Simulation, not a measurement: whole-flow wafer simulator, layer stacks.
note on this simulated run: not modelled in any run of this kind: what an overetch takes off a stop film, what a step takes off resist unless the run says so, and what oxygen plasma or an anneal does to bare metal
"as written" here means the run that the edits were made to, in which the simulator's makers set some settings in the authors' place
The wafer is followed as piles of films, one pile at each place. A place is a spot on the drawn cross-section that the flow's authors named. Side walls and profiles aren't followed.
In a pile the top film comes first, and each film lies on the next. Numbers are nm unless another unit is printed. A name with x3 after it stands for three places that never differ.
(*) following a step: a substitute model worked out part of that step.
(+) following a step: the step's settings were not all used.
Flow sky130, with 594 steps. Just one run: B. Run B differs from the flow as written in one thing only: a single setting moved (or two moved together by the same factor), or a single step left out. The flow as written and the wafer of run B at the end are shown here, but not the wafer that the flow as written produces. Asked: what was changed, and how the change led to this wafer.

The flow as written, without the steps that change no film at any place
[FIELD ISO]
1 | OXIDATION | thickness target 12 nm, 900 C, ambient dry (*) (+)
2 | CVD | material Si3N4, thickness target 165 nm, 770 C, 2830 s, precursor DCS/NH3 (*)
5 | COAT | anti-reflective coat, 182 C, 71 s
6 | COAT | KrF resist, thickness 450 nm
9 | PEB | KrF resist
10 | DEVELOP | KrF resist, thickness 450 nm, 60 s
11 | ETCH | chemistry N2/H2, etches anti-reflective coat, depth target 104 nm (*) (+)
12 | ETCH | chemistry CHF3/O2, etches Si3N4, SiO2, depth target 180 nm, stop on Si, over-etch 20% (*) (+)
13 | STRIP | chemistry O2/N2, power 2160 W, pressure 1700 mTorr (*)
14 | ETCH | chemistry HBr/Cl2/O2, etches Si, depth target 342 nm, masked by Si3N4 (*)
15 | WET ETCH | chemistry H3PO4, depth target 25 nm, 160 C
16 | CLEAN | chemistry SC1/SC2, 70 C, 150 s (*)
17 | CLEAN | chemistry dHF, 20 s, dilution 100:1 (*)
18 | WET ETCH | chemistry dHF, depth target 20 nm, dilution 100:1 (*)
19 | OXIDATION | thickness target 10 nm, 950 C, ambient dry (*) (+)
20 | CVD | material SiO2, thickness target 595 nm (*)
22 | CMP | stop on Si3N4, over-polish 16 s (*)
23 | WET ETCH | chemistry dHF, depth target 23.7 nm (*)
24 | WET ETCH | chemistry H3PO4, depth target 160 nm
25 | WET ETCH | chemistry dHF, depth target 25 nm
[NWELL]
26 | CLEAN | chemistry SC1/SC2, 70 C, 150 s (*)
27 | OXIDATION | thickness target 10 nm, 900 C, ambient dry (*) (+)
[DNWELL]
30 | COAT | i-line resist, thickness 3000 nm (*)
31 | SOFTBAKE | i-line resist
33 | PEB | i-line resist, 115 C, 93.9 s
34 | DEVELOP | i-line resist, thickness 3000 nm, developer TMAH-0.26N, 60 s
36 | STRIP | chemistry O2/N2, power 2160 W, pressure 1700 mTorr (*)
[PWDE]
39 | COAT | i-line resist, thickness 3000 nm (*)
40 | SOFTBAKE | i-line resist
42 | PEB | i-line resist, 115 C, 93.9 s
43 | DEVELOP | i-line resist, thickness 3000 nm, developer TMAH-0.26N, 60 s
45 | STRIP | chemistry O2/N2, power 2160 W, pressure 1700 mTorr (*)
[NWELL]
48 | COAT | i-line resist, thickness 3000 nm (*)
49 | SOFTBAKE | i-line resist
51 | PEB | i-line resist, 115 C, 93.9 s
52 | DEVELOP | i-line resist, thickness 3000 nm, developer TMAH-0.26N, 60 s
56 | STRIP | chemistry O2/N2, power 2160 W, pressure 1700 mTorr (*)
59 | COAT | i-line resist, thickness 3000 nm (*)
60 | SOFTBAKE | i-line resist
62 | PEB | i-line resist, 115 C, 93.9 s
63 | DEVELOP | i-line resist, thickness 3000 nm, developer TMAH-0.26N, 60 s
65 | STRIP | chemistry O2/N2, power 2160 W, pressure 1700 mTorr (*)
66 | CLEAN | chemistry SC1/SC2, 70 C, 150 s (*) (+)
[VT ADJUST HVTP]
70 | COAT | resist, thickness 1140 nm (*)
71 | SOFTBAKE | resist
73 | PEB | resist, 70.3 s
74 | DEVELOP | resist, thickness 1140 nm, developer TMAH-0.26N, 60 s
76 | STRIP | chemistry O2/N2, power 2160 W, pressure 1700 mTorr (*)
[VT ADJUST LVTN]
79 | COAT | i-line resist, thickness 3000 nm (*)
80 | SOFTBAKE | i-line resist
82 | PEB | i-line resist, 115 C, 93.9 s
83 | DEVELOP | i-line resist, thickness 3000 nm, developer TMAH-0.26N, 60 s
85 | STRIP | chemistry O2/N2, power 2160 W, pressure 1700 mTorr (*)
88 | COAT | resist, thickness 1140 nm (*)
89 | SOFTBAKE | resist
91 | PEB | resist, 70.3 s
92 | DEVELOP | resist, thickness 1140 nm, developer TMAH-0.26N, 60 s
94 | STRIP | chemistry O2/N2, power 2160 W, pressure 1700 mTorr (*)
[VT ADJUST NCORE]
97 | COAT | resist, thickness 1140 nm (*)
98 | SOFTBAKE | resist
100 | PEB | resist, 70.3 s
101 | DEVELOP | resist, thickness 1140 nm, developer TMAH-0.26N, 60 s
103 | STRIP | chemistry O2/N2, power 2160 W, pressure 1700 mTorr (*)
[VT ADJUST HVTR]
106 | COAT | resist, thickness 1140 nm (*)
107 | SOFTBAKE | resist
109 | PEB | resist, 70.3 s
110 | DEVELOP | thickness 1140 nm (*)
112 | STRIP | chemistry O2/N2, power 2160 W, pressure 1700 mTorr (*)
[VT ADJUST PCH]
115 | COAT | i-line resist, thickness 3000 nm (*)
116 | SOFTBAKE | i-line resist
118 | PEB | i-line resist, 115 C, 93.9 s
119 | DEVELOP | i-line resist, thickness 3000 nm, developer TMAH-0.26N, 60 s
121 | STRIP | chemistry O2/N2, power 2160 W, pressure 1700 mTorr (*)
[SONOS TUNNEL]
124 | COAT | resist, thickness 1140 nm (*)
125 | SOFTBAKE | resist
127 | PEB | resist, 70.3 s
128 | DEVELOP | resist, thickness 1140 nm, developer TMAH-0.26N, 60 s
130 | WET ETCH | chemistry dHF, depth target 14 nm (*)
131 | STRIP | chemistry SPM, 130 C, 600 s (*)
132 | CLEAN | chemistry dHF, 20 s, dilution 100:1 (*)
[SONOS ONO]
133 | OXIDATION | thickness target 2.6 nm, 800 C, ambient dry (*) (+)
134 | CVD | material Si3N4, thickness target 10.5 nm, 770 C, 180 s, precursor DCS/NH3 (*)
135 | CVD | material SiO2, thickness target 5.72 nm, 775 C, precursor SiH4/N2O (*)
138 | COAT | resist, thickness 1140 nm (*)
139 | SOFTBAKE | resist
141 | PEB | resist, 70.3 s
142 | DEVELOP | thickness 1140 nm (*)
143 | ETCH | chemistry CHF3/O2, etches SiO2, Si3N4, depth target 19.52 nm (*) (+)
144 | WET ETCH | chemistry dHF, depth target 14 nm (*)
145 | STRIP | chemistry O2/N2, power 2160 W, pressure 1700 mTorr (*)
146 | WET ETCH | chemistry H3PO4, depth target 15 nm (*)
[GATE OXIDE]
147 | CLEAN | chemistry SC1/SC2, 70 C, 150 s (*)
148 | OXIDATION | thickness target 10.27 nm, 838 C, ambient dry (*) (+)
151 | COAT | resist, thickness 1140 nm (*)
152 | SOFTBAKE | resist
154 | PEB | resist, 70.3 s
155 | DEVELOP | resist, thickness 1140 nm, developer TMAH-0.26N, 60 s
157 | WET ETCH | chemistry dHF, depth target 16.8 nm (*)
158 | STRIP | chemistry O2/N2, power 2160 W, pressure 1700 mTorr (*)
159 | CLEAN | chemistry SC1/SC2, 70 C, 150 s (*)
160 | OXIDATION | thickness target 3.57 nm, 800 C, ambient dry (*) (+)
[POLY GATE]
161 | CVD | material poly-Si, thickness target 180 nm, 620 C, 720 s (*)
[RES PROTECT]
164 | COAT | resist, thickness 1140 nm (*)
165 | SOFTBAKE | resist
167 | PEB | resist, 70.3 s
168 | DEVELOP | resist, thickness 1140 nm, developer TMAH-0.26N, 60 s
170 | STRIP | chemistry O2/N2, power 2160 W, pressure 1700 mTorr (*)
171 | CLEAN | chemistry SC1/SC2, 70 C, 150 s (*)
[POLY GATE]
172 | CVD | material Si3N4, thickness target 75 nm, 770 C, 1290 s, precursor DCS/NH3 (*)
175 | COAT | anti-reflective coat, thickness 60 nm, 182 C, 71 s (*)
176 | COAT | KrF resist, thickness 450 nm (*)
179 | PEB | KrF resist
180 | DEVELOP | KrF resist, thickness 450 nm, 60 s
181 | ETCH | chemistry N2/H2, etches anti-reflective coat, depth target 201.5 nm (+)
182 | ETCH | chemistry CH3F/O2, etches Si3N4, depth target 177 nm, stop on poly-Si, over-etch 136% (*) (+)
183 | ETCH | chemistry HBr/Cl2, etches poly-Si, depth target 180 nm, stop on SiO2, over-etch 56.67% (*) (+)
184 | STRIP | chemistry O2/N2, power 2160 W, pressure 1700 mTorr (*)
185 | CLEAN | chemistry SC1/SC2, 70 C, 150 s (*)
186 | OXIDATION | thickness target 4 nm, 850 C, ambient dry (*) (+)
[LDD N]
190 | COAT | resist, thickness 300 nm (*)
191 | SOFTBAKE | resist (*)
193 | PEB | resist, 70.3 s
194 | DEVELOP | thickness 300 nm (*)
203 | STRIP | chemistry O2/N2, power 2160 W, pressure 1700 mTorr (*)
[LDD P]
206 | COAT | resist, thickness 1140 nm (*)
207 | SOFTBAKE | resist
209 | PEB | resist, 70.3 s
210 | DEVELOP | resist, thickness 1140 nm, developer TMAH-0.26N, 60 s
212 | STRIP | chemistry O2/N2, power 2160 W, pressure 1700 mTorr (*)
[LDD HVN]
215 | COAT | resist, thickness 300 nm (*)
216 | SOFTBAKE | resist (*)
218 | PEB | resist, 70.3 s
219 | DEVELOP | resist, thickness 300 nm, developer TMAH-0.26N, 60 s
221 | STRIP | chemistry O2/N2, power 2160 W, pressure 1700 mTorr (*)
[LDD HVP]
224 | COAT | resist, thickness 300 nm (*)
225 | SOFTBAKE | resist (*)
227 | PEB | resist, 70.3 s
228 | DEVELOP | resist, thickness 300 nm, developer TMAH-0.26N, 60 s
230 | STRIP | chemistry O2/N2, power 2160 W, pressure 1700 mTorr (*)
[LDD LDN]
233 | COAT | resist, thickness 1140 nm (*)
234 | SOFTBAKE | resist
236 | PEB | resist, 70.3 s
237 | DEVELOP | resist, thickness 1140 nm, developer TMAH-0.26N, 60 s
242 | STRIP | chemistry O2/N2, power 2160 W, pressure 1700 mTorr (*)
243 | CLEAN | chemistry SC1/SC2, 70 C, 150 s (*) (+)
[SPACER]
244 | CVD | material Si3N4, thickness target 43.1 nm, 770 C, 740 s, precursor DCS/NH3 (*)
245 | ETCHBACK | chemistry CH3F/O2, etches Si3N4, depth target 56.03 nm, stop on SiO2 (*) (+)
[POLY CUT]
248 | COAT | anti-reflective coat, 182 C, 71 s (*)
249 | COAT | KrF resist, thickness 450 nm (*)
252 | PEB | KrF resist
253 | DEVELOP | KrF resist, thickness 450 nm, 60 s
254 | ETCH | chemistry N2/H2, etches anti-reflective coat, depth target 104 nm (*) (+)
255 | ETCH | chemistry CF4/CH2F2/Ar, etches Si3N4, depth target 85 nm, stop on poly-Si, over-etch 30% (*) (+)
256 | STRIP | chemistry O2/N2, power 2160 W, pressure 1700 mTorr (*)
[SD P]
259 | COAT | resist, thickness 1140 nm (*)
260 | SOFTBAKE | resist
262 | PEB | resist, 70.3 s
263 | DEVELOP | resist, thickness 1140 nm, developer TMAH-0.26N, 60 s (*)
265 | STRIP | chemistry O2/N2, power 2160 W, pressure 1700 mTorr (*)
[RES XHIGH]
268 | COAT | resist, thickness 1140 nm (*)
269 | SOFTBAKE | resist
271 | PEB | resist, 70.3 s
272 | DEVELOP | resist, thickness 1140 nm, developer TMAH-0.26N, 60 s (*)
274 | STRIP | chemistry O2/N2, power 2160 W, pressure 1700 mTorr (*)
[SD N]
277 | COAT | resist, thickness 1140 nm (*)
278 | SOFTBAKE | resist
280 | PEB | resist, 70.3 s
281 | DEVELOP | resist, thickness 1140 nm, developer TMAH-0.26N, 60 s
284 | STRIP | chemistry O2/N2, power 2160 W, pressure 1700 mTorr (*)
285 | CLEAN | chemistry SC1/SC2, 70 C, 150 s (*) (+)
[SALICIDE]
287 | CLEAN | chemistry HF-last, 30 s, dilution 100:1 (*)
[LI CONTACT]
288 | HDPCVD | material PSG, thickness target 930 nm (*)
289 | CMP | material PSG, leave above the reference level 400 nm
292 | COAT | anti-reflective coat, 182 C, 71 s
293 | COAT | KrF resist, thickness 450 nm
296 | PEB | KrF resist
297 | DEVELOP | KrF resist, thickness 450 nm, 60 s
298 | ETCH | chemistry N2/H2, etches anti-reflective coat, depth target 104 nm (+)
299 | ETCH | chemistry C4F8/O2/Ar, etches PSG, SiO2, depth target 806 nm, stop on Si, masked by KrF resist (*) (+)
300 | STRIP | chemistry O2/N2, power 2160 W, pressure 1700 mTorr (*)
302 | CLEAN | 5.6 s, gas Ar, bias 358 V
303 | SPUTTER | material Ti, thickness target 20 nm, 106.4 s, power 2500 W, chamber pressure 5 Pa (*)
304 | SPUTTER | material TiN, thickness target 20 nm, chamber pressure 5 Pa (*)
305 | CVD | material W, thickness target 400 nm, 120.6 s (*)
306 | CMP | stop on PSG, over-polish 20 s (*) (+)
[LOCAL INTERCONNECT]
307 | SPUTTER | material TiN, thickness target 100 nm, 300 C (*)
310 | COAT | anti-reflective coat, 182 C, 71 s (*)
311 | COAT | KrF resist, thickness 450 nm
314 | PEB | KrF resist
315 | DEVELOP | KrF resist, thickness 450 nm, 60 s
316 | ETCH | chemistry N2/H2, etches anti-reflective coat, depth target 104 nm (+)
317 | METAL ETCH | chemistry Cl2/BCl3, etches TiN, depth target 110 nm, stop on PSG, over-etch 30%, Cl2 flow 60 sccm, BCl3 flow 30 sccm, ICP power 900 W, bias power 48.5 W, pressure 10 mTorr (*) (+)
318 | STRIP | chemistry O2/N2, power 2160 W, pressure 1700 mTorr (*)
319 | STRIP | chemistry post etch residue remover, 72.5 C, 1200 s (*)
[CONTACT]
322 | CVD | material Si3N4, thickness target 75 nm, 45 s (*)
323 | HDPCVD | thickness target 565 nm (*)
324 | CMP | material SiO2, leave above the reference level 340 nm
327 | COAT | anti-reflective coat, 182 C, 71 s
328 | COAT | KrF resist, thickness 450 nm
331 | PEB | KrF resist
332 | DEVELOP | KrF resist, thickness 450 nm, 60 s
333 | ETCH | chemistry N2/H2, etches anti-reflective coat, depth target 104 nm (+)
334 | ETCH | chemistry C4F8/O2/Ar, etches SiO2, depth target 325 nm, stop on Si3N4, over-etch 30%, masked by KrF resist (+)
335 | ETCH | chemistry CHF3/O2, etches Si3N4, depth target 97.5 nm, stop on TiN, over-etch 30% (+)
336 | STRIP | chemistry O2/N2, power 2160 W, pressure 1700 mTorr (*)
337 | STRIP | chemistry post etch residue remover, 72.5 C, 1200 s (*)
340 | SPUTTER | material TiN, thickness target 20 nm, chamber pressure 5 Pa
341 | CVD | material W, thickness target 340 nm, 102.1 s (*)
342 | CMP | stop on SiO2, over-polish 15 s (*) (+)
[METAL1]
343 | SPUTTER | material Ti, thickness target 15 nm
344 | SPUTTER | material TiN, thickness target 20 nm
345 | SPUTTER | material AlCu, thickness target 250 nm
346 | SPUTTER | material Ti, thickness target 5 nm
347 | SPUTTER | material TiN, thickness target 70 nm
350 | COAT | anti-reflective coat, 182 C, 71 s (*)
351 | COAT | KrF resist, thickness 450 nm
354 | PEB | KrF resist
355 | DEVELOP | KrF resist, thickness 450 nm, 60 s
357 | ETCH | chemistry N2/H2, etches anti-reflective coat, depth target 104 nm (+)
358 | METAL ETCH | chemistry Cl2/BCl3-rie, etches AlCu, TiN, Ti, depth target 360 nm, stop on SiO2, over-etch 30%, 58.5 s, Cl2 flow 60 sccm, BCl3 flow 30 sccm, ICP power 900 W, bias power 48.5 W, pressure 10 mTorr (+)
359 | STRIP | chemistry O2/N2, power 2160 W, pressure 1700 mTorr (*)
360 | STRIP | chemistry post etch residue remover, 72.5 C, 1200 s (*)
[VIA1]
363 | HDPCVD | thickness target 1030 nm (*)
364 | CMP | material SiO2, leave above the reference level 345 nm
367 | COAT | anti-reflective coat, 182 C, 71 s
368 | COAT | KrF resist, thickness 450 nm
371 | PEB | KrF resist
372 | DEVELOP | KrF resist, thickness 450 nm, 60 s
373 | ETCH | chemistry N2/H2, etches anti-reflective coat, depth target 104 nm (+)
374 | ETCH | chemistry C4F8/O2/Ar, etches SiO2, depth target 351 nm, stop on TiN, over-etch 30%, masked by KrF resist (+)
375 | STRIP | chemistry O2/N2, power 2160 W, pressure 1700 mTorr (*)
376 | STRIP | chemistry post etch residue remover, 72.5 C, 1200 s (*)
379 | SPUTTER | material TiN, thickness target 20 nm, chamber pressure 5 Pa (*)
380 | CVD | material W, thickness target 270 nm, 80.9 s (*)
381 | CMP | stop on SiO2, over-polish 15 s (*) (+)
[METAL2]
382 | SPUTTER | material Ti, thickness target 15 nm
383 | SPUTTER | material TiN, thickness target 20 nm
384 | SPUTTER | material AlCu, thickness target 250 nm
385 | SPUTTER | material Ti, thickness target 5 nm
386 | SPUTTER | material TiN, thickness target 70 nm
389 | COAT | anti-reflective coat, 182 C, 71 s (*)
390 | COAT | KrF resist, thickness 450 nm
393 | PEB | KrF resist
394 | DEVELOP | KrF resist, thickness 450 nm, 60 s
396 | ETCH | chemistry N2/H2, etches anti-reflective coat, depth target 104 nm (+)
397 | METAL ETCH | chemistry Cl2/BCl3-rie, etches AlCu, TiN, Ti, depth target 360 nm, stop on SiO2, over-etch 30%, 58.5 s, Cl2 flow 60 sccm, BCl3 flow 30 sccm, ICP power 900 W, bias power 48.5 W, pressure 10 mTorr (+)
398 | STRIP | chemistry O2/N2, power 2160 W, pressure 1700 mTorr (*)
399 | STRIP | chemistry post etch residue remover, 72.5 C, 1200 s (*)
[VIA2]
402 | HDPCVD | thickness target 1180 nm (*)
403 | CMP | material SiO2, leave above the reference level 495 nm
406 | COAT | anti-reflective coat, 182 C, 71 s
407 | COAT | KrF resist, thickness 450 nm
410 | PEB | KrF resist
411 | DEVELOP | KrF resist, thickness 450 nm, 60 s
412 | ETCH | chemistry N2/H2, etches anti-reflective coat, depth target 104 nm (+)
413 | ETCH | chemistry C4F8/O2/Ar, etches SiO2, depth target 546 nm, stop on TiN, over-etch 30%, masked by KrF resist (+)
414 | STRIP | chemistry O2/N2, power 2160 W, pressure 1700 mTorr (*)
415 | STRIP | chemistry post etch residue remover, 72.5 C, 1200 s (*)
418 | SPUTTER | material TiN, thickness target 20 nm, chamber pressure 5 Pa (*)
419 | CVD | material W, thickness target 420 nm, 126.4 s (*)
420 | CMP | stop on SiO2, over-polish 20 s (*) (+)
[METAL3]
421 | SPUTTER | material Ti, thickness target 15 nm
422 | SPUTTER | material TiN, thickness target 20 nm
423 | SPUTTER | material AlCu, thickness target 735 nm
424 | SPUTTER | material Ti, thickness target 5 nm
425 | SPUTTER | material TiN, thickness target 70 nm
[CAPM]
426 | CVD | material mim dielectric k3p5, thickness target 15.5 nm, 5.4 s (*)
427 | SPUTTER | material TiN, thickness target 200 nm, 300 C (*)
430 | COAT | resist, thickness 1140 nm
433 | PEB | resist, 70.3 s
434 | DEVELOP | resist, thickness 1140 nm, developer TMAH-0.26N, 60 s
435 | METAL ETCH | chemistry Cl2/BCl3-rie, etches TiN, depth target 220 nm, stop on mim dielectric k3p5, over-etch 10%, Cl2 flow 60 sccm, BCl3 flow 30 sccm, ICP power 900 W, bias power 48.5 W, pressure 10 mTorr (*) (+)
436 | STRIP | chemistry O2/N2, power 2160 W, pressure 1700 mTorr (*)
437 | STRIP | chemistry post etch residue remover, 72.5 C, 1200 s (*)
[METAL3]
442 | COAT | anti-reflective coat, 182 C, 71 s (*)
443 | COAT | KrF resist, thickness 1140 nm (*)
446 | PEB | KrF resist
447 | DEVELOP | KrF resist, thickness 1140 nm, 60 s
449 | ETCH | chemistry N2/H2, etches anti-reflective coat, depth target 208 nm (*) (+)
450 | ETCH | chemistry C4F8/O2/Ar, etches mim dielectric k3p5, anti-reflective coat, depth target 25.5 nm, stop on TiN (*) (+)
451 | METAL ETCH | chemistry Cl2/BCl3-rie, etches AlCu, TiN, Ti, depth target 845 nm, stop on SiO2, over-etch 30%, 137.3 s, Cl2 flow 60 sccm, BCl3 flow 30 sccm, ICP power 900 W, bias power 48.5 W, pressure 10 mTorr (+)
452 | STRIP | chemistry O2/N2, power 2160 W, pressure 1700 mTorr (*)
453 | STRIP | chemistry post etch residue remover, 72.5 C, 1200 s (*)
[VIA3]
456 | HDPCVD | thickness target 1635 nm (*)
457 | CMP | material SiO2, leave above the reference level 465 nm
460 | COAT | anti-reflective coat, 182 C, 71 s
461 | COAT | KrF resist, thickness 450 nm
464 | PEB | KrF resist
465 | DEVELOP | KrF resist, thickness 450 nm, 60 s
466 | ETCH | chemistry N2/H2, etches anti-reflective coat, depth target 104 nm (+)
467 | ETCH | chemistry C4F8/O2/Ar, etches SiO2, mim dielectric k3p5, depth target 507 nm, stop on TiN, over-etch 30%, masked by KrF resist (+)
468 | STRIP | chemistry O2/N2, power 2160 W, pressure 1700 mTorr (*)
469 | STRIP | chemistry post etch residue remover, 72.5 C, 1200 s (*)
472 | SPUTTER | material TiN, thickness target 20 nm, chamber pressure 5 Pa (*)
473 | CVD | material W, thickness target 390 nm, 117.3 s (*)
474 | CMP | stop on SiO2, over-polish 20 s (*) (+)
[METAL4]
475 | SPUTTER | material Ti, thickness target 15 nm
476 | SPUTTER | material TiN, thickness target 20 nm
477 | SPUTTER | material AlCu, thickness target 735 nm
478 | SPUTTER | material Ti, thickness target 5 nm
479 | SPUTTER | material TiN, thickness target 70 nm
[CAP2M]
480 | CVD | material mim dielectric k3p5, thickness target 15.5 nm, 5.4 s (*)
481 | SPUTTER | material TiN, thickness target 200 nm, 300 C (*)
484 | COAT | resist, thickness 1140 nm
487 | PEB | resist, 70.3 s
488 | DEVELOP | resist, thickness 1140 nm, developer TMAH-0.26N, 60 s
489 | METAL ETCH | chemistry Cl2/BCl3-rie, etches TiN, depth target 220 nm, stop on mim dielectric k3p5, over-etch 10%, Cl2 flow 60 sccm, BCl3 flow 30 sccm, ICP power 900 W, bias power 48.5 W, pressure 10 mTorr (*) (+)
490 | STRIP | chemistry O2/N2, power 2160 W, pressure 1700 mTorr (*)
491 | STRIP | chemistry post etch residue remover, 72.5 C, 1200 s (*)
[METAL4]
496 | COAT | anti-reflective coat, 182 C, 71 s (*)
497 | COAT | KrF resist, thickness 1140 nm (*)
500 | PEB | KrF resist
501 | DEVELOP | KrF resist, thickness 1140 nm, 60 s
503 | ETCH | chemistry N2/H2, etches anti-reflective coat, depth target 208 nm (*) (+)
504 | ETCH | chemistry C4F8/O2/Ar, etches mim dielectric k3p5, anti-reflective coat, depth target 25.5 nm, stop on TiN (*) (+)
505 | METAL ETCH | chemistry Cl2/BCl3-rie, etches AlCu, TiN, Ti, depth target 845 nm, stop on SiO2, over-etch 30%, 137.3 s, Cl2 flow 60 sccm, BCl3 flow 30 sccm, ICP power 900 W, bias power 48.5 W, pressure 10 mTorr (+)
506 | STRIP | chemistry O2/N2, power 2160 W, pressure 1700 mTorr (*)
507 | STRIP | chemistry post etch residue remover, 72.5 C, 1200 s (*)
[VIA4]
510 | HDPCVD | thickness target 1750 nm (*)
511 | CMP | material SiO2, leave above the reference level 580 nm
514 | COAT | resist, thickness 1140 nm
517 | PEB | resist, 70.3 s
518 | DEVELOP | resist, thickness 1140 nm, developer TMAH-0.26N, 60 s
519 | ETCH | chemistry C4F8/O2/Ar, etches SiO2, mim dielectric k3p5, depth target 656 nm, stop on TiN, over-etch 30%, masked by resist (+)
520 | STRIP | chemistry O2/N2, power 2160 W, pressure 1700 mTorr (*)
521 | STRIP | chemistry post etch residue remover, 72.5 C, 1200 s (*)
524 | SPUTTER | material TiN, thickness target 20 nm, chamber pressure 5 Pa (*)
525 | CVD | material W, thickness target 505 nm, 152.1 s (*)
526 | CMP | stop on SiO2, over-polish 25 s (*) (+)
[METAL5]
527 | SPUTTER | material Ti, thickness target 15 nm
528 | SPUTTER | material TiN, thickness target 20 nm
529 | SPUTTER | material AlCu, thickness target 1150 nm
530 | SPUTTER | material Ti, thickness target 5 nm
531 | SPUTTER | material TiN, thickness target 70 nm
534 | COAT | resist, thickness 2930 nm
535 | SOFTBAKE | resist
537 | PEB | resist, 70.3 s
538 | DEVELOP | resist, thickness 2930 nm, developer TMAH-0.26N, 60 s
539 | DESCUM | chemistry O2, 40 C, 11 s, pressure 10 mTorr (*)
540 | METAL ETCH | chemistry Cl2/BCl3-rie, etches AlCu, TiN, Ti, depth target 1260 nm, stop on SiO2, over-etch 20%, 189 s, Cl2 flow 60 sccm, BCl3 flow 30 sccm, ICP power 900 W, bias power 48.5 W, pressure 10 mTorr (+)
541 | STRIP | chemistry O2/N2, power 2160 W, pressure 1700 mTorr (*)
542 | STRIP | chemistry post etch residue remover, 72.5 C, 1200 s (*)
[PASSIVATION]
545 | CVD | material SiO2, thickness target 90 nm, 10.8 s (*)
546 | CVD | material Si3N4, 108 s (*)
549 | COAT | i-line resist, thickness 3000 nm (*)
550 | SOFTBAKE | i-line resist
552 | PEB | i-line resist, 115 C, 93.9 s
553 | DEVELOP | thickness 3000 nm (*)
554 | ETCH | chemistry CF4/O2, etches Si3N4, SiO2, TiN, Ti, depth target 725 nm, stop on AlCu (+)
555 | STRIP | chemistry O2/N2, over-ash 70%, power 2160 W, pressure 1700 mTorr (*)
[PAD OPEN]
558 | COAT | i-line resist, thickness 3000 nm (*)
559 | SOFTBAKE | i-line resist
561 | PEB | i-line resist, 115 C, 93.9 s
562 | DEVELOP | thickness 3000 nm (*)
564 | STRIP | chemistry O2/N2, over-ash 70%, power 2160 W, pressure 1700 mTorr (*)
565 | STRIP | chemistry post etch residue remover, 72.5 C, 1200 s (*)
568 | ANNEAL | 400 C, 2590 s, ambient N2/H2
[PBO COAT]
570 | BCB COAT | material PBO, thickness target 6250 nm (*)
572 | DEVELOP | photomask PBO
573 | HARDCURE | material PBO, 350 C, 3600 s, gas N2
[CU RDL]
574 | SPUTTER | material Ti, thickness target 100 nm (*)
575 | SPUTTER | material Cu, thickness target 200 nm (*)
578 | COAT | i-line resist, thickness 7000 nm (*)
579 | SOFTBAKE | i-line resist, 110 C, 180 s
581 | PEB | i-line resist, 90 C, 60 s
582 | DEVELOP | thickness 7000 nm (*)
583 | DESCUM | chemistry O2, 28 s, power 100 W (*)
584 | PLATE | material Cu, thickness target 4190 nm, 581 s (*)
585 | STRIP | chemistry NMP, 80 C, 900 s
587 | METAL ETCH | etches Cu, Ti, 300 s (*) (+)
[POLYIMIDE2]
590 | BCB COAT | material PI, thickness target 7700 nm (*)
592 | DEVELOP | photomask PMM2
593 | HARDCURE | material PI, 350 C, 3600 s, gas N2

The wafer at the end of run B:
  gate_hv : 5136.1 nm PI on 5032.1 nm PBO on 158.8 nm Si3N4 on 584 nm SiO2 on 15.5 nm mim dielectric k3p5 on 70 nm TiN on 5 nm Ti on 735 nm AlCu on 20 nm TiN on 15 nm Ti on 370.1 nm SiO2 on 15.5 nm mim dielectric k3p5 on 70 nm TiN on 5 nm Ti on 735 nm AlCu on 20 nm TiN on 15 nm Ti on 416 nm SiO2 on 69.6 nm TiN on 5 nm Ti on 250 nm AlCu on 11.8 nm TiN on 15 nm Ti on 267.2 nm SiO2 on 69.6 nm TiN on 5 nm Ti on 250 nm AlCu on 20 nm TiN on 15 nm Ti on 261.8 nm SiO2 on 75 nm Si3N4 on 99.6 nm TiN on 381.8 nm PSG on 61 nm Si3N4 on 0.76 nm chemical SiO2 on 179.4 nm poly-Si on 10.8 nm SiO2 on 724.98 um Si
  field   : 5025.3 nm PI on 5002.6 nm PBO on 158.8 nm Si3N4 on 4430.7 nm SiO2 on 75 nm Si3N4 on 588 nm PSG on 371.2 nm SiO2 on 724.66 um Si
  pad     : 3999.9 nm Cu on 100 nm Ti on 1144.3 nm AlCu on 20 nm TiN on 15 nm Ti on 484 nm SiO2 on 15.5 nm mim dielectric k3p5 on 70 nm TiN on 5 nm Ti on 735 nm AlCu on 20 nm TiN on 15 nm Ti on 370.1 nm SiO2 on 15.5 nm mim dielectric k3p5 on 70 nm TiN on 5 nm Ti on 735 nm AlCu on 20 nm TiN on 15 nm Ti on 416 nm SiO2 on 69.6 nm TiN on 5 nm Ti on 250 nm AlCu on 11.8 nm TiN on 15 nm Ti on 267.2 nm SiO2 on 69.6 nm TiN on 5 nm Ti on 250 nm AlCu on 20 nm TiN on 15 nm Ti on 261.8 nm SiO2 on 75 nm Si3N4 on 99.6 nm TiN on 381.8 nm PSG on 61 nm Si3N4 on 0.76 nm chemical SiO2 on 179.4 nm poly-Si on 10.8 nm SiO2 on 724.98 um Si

What caused this: step 383, SPUTTER: thickness target 11.8 nm was run, while the flow as written has thickness target 20 nm.
The wafer itself shows it: gate_hv has TiN 11.8, and step 383 as written asks for 20 nm.

The path from the change to this, step by step:
  383 | SPUTTER | material TiN, thickness target 20 nm
      field, active, n_well and 188 more: +11.8 TiN (new film) (in the flow as written it would be: +20 TiN (new film))
  397 | METAL ETCH | chemistry Cl2/BCl3-rie, etches AlCu, TiN, Ti, depth target 360 nm, stop on SiO2, over-etch 30%, 58.5 s, Cl2 flow 60 sccm, BCl3 flow 30 sccm, ICP power 900 W, bias power 48.5 W, pressure 10 mTorr (+)
      field, active, gate and 82 more: -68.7 TiN (all of it), -5 Ti (all of it), -250 AlCu (all of it), -11.8 TiN (all of it), -15 Ti (all of it), -11.8 SiO2 (in the flow as written it would be: -68.7 TiN (all of it), -5 Ti (all of it), -250 AlCu (all of it), -20 TiN (all of it), -15 Ti (all of it), -10.9 SiO2)
